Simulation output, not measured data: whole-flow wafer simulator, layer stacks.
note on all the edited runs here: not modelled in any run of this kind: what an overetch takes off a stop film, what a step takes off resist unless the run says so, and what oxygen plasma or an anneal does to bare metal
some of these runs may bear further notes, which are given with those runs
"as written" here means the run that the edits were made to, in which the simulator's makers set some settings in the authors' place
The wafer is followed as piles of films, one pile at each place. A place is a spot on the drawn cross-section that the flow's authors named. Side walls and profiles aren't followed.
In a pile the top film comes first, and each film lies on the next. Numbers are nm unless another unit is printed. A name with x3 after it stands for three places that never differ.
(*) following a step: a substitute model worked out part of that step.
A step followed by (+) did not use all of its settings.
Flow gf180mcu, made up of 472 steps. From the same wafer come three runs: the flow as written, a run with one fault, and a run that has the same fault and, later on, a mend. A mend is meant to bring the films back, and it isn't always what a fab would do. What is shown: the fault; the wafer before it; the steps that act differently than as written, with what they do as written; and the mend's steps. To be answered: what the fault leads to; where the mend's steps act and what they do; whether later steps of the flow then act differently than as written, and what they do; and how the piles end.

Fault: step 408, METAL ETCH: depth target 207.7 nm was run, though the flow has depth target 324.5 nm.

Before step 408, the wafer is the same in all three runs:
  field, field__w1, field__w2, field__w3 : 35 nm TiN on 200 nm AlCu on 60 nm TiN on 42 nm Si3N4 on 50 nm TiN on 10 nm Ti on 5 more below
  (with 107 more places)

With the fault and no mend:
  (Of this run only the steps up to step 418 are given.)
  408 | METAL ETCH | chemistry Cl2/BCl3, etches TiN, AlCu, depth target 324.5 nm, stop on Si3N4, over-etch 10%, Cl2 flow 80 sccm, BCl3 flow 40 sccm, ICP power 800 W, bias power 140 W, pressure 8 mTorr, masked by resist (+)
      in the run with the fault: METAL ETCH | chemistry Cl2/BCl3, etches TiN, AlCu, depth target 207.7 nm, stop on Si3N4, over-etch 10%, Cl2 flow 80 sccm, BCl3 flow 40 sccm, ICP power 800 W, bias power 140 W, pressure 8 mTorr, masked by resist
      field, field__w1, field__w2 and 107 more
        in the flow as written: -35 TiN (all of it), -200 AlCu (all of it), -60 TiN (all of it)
        in the run with the fault: -35 TiN (all of it), -172.7 AlCu
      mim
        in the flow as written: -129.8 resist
        in the run with the fault: -83.1 resist
  Steps later in the flow that act otherwise than as written (1 other step is not shown; it differs only slightly, by no more than 2% or 0.5 nm, whichever is larger):
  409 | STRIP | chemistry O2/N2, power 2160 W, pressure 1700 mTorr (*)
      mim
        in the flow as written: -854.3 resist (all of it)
        in the run with the fault: -901 resist (all of it)
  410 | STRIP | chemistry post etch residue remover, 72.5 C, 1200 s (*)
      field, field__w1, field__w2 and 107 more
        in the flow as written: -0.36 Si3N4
        in the run with the fault: -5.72 AlCu
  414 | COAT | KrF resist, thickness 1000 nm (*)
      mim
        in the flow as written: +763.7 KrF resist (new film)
        in the run with the fault: +827 KrF resist (new film)
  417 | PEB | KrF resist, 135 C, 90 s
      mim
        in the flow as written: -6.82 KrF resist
        in the run with the fault: -7.82 KrF resist
  After step 418, at field, field__w1, field__w2 and 109 more, the piles differ from the flow's by more than 2% or 0.5 nm, whichever is larger.
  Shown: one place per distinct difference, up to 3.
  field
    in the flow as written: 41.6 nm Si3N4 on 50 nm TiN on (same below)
    in the run with the fault: 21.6 nm AlCu on 60 nm TiN on 42 nm Si3N4 on 50 nm TiN on (same below)
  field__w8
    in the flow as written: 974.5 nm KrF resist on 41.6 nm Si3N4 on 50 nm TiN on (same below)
    in the run with the fault: 974.5 nm KrF resist on 21.6 nm AlCu on 60 nm TiN on 42 nm Si3N4 on 50 nm TiN on (same below)
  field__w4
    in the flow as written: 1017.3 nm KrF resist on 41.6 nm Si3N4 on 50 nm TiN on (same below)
    in the run with the fault: 1003.9 nm KrF resist on 21.6 nm AlCu on 60 nm TiN on 42 nm Si3N4 on 50 nm TiN on (same below)

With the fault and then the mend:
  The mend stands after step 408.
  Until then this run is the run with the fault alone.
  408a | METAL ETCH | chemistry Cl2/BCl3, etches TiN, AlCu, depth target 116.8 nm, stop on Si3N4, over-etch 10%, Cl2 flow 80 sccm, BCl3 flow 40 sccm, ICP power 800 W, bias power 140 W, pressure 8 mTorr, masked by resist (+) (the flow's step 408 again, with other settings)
      field, field__w1, field__w2 and 107 more
        -27.3 AlCu (all of it), -60 TiN (all of it)
      mim
        -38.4 resist
  Every later step of the flow that is run acts as written, at every place that is followed, to within 2% or 0.5 nm, whichever is larger.
  At every place that both follow, the piles at the end match the flow's.
